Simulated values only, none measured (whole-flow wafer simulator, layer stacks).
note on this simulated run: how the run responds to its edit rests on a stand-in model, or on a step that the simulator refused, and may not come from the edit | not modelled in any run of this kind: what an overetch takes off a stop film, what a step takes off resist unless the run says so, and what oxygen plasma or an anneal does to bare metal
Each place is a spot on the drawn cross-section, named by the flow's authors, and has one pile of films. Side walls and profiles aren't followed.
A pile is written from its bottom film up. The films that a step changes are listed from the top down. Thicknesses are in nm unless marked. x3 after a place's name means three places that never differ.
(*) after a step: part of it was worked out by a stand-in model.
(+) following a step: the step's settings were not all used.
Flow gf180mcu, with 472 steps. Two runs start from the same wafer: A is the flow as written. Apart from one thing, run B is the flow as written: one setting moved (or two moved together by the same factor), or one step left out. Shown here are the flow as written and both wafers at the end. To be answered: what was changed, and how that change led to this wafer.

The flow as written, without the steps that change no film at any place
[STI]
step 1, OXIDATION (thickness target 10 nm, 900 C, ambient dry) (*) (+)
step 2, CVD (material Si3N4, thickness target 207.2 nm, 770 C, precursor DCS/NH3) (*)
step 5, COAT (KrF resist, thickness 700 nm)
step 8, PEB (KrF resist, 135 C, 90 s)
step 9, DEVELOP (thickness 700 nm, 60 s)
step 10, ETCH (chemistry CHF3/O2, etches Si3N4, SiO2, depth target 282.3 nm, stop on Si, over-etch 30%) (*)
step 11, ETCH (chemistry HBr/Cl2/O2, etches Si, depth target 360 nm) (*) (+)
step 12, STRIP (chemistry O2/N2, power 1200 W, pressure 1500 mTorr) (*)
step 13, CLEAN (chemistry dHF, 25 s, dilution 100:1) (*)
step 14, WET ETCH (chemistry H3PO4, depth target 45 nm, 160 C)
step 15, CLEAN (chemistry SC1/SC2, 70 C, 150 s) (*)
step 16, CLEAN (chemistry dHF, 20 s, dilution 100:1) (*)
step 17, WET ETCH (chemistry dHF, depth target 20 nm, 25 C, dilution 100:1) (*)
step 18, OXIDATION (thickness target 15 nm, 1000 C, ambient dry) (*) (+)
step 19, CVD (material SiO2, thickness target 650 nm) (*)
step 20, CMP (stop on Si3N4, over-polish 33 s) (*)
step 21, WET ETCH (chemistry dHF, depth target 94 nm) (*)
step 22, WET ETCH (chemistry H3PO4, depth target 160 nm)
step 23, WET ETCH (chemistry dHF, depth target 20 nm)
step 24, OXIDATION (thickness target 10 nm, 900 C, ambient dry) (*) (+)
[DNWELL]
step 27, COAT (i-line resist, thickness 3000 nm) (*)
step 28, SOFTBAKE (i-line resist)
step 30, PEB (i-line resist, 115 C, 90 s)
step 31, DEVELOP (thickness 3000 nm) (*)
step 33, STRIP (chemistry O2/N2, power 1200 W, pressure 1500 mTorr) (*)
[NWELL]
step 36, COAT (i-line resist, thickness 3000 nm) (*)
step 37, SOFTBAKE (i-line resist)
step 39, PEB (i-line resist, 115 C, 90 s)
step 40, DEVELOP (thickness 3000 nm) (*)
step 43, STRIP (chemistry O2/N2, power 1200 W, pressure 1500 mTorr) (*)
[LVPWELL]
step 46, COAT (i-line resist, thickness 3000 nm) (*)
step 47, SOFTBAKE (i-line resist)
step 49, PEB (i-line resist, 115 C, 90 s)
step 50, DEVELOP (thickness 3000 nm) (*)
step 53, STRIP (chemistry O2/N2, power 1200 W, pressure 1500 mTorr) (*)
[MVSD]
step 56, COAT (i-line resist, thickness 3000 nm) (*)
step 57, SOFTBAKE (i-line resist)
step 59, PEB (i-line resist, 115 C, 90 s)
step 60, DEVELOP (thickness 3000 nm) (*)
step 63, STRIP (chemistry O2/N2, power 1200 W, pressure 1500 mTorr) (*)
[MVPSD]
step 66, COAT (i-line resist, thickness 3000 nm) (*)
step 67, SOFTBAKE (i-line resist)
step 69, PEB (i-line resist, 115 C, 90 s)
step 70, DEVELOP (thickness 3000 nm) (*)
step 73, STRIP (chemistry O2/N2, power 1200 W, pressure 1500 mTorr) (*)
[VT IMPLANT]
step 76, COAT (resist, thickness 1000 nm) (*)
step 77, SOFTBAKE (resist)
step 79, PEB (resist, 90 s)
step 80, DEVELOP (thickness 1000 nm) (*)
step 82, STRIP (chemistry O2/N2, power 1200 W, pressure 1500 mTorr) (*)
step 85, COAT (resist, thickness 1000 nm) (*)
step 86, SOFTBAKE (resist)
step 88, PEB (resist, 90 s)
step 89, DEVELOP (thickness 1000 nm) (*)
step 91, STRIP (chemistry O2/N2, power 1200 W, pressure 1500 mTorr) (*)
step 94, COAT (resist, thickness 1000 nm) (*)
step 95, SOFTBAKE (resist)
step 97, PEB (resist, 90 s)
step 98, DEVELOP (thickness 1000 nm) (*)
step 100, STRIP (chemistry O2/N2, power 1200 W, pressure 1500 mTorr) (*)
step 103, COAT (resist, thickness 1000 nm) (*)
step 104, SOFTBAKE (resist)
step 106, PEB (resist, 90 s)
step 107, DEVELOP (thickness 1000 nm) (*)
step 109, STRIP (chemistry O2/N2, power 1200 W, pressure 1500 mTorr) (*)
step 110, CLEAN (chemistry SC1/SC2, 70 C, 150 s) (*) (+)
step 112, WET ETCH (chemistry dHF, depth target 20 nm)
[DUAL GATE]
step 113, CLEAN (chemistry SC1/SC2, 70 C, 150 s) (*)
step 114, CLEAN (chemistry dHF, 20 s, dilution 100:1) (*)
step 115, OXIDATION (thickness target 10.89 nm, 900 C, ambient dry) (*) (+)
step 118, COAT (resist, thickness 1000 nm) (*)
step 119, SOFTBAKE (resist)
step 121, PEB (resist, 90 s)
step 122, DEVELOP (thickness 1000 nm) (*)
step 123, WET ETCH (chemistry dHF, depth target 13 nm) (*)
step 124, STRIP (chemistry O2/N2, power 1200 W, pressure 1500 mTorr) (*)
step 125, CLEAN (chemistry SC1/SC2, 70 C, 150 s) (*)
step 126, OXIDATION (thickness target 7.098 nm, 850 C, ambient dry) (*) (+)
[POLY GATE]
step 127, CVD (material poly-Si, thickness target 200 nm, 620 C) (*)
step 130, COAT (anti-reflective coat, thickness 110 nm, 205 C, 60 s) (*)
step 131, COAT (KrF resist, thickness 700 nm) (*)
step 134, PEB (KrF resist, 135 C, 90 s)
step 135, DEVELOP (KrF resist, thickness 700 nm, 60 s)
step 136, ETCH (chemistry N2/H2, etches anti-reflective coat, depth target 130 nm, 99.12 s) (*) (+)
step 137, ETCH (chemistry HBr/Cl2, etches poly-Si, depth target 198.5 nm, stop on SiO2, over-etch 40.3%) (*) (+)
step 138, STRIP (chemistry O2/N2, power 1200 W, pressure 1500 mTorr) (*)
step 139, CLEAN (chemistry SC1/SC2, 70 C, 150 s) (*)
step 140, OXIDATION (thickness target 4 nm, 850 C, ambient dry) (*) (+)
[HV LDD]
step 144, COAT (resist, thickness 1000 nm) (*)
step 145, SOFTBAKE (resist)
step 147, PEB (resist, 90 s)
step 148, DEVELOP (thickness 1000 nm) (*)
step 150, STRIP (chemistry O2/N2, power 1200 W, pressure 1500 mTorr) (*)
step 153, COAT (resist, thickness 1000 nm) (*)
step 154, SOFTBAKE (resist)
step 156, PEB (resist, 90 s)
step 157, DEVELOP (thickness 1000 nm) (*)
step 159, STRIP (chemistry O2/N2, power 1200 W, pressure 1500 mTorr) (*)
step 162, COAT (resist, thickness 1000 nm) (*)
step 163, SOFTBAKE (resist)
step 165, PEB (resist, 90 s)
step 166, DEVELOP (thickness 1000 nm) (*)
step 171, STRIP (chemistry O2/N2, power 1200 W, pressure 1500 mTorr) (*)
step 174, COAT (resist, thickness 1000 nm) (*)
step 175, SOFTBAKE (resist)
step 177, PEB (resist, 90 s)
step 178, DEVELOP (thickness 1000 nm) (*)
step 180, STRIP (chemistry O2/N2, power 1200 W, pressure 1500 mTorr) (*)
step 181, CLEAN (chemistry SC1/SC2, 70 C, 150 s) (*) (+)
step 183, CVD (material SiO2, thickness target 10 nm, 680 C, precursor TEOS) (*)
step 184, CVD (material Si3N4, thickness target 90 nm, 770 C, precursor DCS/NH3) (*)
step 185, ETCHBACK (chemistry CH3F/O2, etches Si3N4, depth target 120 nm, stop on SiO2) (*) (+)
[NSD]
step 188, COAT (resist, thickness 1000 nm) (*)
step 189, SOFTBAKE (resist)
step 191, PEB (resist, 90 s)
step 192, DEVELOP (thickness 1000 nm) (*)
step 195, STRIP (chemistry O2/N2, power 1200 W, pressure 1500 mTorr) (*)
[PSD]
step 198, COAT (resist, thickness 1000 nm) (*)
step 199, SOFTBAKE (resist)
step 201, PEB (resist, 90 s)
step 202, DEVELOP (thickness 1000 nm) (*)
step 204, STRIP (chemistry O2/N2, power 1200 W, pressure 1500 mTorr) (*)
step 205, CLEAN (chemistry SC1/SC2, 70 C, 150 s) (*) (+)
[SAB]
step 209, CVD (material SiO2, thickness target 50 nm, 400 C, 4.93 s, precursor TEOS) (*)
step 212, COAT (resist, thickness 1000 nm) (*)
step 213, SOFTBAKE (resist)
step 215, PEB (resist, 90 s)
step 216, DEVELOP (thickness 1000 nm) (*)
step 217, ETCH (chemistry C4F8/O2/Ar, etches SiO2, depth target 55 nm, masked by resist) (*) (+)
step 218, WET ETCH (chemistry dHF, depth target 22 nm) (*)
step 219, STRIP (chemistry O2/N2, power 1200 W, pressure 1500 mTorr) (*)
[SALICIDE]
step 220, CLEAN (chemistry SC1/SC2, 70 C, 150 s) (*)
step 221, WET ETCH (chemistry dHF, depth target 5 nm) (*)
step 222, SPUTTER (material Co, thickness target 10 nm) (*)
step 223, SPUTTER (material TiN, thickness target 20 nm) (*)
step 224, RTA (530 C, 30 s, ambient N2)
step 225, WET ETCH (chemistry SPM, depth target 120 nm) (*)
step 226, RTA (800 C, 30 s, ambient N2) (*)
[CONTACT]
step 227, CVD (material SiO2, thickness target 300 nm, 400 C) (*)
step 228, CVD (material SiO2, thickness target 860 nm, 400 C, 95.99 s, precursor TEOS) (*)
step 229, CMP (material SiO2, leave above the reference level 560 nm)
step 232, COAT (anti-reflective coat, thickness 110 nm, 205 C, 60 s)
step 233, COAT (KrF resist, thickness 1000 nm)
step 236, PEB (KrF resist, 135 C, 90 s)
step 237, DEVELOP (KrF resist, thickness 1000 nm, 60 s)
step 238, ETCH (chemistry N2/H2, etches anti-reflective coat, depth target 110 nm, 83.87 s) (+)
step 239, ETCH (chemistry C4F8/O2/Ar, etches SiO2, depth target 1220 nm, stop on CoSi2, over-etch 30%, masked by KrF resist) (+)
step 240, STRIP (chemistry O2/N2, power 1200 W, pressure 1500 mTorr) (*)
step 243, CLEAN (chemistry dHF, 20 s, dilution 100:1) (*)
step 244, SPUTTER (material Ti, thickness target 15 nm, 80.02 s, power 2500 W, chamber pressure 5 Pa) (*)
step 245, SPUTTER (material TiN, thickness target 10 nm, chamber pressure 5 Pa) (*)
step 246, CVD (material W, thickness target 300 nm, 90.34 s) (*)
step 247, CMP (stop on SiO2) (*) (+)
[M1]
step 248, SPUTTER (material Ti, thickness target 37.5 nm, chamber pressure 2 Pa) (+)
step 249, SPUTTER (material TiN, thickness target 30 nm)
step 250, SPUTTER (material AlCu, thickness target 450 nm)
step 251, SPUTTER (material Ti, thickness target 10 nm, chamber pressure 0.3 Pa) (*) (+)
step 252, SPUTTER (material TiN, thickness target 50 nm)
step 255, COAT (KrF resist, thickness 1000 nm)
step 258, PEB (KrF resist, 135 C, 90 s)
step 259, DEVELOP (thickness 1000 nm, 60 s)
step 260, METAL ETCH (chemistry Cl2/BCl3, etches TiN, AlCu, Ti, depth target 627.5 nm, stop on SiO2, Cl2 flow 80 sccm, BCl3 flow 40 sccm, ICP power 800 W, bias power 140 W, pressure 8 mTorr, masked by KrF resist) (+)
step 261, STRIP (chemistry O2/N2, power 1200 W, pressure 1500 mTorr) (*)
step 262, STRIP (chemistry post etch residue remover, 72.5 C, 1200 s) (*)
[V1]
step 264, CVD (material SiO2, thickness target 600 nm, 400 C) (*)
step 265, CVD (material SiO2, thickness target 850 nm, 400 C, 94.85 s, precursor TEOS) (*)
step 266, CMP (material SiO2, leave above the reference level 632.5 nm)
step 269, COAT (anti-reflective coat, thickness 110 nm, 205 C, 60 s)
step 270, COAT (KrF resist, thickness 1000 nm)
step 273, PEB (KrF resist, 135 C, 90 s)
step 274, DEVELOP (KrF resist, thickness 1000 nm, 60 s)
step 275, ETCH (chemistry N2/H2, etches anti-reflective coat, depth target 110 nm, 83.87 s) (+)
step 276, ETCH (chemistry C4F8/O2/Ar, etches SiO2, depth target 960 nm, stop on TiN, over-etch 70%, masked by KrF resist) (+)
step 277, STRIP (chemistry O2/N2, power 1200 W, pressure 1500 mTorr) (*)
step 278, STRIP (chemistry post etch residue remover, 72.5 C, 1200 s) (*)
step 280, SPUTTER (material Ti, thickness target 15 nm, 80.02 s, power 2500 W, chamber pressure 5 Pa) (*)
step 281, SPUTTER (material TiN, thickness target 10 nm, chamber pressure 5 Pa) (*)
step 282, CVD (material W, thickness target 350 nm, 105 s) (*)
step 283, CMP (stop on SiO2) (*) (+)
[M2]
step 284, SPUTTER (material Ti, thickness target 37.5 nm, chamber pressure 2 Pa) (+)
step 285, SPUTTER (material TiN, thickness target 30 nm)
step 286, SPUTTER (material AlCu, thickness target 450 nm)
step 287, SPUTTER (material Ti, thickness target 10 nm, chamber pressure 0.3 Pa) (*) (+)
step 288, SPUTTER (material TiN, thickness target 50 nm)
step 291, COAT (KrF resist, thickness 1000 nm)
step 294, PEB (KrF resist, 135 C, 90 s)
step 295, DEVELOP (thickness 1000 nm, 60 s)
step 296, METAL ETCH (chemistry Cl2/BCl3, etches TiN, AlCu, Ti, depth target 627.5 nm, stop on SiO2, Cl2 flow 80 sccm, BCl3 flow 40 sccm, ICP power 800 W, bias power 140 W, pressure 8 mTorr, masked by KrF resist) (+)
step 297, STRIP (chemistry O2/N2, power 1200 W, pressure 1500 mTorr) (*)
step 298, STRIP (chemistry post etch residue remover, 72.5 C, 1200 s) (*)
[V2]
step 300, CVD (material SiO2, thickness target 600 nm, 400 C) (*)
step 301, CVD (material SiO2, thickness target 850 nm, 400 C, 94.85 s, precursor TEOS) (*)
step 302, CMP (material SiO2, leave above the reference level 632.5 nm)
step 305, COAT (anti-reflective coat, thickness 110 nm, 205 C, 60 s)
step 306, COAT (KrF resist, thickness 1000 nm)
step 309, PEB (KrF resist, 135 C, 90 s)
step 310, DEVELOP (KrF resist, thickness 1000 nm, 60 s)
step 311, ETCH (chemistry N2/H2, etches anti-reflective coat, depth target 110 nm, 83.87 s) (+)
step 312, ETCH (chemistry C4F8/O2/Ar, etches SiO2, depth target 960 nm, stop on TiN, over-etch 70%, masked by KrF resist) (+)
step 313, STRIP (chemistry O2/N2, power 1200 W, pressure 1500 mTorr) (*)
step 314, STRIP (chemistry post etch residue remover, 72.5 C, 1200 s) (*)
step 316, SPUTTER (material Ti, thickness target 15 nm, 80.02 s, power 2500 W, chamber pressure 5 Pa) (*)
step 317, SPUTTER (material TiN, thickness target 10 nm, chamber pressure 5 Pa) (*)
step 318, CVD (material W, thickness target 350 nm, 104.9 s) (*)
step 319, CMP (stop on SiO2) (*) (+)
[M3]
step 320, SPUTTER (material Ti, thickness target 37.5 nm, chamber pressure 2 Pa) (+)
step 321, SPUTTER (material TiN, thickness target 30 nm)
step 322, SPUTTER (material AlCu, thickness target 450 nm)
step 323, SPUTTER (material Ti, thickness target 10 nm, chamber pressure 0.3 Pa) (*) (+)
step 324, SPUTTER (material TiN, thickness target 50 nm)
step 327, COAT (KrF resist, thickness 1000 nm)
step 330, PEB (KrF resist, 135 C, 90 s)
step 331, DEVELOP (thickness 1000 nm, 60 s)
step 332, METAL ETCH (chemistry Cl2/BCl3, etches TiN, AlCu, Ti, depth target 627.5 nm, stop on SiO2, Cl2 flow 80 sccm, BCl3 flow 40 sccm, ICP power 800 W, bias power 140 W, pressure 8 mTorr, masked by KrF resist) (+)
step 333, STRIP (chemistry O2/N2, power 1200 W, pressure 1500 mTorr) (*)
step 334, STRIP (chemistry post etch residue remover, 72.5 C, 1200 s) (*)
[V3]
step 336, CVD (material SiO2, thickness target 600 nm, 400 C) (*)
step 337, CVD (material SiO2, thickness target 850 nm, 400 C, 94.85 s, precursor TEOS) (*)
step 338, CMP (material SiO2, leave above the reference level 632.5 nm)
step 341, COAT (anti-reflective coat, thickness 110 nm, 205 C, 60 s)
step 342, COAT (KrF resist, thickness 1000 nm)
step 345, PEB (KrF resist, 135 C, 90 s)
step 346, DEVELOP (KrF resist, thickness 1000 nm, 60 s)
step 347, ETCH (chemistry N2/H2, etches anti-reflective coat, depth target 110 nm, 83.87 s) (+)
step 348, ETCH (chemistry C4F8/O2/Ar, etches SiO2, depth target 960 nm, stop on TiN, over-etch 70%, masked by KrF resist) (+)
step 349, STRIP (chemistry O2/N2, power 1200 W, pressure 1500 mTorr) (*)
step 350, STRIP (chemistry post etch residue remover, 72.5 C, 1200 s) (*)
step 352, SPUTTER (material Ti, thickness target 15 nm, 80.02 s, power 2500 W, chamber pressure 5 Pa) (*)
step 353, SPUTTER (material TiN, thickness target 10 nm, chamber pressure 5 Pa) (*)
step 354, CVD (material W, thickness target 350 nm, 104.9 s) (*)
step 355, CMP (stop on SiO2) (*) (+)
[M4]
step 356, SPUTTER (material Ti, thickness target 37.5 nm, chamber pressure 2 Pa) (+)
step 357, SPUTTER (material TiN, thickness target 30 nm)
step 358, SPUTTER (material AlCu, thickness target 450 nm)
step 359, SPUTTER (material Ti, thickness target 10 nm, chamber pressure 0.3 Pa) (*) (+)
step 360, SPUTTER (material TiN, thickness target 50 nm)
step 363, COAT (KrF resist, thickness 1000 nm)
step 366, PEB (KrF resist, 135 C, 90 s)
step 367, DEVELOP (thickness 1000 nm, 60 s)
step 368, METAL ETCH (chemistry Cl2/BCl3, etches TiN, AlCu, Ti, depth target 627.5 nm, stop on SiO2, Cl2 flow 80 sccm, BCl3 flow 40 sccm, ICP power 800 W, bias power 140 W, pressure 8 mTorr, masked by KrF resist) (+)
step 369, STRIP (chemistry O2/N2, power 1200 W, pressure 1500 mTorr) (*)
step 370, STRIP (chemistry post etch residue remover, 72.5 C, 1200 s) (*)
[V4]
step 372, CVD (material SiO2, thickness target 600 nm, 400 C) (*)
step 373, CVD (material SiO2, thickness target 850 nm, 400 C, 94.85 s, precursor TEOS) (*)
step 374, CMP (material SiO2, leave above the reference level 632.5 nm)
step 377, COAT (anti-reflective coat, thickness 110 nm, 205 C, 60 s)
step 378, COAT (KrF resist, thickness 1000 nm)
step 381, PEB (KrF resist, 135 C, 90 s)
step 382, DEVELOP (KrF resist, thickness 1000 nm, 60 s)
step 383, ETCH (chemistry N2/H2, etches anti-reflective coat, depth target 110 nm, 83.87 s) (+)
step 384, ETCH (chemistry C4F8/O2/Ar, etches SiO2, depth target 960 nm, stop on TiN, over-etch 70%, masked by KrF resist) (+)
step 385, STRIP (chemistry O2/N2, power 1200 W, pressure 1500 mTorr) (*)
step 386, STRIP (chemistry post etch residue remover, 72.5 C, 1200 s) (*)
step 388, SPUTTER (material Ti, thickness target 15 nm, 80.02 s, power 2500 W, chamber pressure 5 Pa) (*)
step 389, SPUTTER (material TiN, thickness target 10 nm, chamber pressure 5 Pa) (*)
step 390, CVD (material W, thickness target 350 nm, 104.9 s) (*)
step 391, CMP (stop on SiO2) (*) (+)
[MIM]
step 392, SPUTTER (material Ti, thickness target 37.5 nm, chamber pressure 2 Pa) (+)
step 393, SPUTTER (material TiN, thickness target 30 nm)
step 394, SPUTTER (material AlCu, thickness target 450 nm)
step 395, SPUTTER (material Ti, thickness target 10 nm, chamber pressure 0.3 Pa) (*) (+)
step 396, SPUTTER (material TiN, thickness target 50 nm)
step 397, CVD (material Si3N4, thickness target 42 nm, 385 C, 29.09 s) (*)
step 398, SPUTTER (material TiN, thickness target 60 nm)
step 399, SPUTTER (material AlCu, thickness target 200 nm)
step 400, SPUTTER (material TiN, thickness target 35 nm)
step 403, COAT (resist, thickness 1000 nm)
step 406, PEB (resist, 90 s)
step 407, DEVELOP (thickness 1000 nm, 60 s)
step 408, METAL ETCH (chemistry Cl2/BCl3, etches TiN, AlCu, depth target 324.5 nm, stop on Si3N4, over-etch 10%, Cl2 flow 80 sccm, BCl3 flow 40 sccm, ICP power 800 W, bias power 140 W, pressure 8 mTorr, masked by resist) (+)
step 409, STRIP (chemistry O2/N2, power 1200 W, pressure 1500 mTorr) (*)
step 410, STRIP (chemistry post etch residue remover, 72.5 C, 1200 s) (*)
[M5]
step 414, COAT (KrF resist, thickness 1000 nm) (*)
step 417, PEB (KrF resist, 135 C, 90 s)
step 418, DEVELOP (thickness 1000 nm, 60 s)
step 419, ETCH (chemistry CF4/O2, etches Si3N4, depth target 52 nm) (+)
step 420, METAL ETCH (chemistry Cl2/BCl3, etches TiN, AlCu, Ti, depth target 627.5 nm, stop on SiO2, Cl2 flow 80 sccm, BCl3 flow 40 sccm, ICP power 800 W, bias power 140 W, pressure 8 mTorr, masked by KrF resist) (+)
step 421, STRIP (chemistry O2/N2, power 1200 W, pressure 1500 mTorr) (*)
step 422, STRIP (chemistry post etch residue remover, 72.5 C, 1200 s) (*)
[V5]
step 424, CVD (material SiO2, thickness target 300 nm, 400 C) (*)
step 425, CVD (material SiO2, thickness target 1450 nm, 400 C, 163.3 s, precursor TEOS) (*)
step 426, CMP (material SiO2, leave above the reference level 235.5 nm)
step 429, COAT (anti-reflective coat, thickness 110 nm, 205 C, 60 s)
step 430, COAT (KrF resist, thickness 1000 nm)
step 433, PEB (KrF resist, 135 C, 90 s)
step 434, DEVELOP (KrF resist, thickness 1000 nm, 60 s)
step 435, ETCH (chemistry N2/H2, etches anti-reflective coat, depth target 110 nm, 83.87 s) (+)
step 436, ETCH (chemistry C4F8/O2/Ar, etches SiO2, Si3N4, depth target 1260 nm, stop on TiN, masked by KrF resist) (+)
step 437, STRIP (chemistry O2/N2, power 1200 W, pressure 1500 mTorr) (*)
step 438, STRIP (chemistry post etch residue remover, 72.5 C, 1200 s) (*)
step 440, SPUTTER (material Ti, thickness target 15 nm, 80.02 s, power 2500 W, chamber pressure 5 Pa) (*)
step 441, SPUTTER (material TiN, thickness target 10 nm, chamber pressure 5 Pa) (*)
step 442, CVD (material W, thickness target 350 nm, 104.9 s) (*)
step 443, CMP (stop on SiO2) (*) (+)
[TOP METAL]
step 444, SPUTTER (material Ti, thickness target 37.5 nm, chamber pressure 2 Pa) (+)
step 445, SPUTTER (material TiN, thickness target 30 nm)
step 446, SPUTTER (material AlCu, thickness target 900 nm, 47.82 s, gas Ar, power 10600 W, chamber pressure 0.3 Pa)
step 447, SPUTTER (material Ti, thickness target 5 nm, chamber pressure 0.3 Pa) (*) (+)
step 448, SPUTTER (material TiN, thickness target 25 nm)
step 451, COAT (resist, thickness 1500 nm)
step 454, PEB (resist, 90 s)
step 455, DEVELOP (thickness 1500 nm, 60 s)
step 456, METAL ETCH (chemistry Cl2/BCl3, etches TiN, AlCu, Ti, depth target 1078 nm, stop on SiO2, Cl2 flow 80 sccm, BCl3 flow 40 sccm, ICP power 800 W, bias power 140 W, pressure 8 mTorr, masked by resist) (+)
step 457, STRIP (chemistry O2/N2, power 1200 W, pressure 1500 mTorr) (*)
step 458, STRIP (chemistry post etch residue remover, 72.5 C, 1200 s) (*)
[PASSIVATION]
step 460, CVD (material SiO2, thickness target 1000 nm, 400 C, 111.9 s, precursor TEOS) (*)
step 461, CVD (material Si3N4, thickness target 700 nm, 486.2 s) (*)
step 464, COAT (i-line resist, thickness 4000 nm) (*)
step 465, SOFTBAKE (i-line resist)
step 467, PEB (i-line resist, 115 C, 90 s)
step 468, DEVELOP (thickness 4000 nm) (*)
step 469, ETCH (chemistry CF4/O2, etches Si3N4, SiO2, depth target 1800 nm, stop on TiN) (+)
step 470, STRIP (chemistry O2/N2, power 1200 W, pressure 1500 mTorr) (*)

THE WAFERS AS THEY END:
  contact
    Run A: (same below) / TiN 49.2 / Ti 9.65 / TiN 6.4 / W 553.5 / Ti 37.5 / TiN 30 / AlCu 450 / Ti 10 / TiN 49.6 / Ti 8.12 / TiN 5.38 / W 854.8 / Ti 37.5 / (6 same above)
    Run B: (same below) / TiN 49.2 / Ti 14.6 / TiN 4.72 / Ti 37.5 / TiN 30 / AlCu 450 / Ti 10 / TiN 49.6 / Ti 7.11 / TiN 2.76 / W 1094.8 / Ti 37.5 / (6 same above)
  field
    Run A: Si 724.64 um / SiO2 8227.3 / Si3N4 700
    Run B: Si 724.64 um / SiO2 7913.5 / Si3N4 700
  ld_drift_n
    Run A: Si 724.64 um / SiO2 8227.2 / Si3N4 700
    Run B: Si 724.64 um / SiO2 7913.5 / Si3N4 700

What caused this: step 373, CVD: material SiO2, thickness target 850 nm, 400 C, 94.85 s, precursor TEOS (*), was not run.

How this came from the change, step by step:
  step 374, CMP (material SiO2, leave above the reference level 632.5 nm)
      field, field__w1, field__w2 and 103 more: A SiO2 loses 300 | B nothing
      field__w8, contact, m1, m1__w1, m1_nw: A SiO2 loses 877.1 | B SiO2 loses 27.1
  step 377, COAT (anti-reflective coat, thickness 110 nm, 205 C, 60 s)
      p_well, sti, spacer, sd_n, mim_1p0, pad, dice_street: A anti-reflective coat gains 110 (new film) | B anti-reflective coat gains 113.1 (new film)
      field: A anti-reflective coat gains 110 (new film) | B anti-reflective coat gains 412.3 (new film)
      (and at 34 other places as well)
  step 378, COAT (KrF resist, thickness 1000 nm)
      field: A KrF resist gains 1000 (new film) | B KrF resist gains 858.1 (new film)
      field__w5: A KrF resist gains 1000 (new film) | B KrF resist gains 1032.7 (new film)
      (and at 27 other places as well)
  step 381, PEB (KrF resist, 135 C, 90 s)
      polyc_n, polyc_n_rim: A KrF resist loses 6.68 | B KrF resist loses 11.1
      field: A KrF resist loses 6.68 | B KrF resist loses 5.04
      (and at 17 other places as well)
  step 382, DEVELOP (KrF resist, thickness 1000 nm, 60 s)
      contact: A KrF resist loses 993.3 (all of it) | B KrF resist loses 681.3 (all of it)
  step 383, ETCH (chemistry N2/H2, etches anti-reflective coat, depth target 110 nm, 83.87 s) (+)
      contact: A anti-reflective coat loses 110 (all of it), SiO2 loses 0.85 | B anti-reflective coat loses 20.2 (all of it), SiO2 loses 3.15
  step 385, STRIP (chemistry O2/N2, power 1200 W, pressure 1500 mTorr) (*)
      p_well, sti, spacer, sd_n, mim_1p0, pad, dice_street: A KrF resist loses 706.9 (all of it), anti-reflective coat loses 110 (all of it) | B KrF resist loses 707.4 (all of it), anti-reflective coat loses 113.1 (all of it)
      field: A KrF resist loses 706.9 (all of it), anti-reflective coat loses 110 (all of it) | B KrF resist loses 566.7 (all of it), anti-reflective coat loses 412.3 (all of it)
      (and at 37 other places as well)
  step 388, SPUTTER (material Ti, thickness target 15 nm, 80.02 s, power 2500 W, chamber pressure 5 Pa) (*)
      contact: A Ti gains 9.65 (new film) | B Ti gains 14.6 (new film)
  step 389, SPUTTER (material TiN, thickness target 10 nm, chamber pressure 5 Pa) (*)
      contact: A TiN gains 6.4 (new film) | B TiN gains 9.75 (new film)
  step 390, CVD (material W, thickness target 350 nm, 104.9 s) (*)
      contact: A W gains 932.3 (new film) | B W gains 352.9 (new film)
  step 391, CMP (stop on SiO2) (*) (+)
      contact: A W loses 378.8 | B W loses 352.9 (all of it), TiN loses 5.03
      field__w8, m1, m1__w1, m1_nw: A W loses 350 (all of it), TiN loses 10 (all of it), Ti loses 15 (all of it), SiO2 loses 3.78 | B W loses 350 (all of it), TiN loses 10 (all of it), Ti loses 15 (all of it), SiO2 loses 22.7
  step 395, SPUTTER (material Ti, thickness target 10 nm, chamber pressure 0.3 Pa) (*) (+)
      field__w5: A Ti gains 10 (new film) | B Ti gains 9.25 (new film)
  step 403, COAT (resist, thickness 1000 nm)
      field: A resist gains 1000 (new film) | B resist gains 1104.2 (new film)
      field__w8: A resist gains 1000 (new film) | B resist gains 577 (new film)
      (and at 11 other places as well)
  step 404, SOFTBAKE (resist)
      field: A nothing | B resist loses 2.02
      field__w8: A nothing | B resist loses 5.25
      (and at 16 other places as well)
  step 406, PEB (resist, 90 s)
      field: A resist loses 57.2 | B resist loses 63.4
      field__w8: A resist loses 57.2 | B resist loses 31.7
      (and at 12 other places as well)
  step 407, DEVELOP (thickness 1000 nm, 60 s)
      field: A resist loses 942.8 (all of it) | B resist loses 1038.8 (all of it)
      field__w8: A resist loses 942.8 (all of it) | B resist loses 540.1 (all of it)
      (and at 12 other places as well)
  ... 9 further steps ...
  step 442, CVD (material W, thickness target 350 nm, 104.9 s) (*)
      contact: A W gains 1233.6 (new film) | B W gains 1473.6 (new film)
